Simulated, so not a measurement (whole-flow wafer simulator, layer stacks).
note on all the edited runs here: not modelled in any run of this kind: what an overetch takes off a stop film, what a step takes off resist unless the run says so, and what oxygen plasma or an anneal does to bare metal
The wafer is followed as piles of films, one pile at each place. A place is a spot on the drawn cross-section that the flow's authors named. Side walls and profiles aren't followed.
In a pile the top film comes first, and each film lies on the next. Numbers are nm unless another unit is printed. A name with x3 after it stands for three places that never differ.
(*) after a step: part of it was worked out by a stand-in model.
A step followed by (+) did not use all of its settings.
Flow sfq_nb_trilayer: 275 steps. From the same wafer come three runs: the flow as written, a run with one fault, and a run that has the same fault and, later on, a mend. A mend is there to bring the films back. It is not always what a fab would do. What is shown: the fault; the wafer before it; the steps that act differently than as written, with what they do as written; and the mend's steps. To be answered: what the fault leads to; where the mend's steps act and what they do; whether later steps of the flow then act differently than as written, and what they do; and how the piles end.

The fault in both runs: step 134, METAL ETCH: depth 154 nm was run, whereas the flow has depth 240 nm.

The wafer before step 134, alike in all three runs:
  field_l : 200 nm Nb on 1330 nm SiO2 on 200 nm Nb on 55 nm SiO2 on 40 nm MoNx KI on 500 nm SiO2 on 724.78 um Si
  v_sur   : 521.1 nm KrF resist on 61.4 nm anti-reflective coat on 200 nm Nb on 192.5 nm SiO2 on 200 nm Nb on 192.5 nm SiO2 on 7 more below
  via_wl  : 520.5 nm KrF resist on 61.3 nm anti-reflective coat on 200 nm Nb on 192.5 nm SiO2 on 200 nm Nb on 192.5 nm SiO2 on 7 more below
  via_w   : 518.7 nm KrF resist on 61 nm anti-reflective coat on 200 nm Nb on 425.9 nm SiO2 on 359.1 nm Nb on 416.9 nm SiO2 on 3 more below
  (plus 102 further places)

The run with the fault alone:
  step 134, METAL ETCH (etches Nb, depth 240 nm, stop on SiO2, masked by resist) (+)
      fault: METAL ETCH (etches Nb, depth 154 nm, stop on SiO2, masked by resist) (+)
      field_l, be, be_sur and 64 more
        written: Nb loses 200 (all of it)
        fault: Nb loses 154
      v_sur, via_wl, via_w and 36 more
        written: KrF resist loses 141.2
        fault: KrF resist loses 90.6
  Later steps of the flow acting differently than as written:
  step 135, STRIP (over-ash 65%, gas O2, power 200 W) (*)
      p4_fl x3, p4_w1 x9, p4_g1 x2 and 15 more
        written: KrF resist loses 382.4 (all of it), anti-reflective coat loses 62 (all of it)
        fault: KrF resist loses 433 (all of it), anti-reflective coat loses 62 (all of it)
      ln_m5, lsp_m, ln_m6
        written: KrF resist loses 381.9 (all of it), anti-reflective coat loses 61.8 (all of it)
        fault: KrF resist loses 432.5 (all of it), anti-reflective coat loses 61.8 (all of it)
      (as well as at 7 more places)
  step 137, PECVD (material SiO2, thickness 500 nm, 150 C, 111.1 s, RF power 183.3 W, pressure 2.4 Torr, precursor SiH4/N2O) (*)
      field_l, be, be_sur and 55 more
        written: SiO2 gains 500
        fault: SiO2 gains 500 (new film)
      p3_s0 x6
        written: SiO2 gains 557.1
        fault: SiO2 gains 511.1 (new film)
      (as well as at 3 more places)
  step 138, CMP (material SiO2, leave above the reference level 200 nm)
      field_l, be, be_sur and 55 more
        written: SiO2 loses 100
        fault: SiO2 loses 146
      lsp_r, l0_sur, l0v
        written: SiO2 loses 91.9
        fault: SiO2 loses 139.8
  At field_l, be, be_sur and 64 more, the piles at the end differ from the flow's by more than 2% or 0.5 nm, whichever is larger.
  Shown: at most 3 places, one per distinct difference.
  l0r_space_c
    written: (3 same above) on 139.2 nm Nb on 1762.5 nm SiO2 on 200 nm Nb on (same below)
    fault: (3 same above) on 139.2 nm Nb on 346.5 nm SiO2 on 46 nm Nb on 1370 nm SiO2 on 200 nm Nb on (same below)
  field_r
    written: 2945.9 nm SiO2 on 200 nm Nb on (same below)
    fault: 1529.9 nm SiO2 on 46 nm Nb on 1370 nm SiO2 on 200 nm Nb on (same below)
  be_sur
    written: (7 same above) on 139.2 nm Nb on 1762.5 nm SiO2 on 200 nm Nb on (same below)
    fault: (7 same above) on 139.2 nm Nb on 346.5 nm SiO2 on 46 nm Nb on 1370 nm SiO2 on 200 nm Nb on (same below)

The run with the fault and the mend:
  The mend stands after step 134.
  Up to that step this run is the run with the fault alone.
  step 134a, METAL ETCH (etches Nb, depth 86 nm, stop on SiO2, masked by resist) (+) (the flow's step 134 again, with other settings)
      field_l, be, be_sur and 64 more
        Nb loses 46 (all of it)
      v_sur, via_wl, via_w and 36 more
        KrF resist loses 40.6
  Later steps of the flow acting differently than as written:
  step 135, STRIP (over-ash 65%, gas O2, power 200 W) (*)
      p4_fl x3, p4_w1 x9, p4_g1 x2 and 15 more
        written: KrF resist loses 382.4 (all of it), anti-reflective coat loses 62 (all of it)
        mend: KrF resist loses 392.4 (all of it), anti-reflective coat loses 62 (all of it)
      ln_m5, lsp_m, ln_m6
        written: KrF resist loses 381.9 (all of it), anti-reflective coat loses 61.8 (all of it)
        mend: KrF resist loses 391.9 (all of it), anti-reflective coat loses 61.8 (all of it)
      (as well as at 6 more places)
  At every place that both follow, the piles at the end match the flow's.
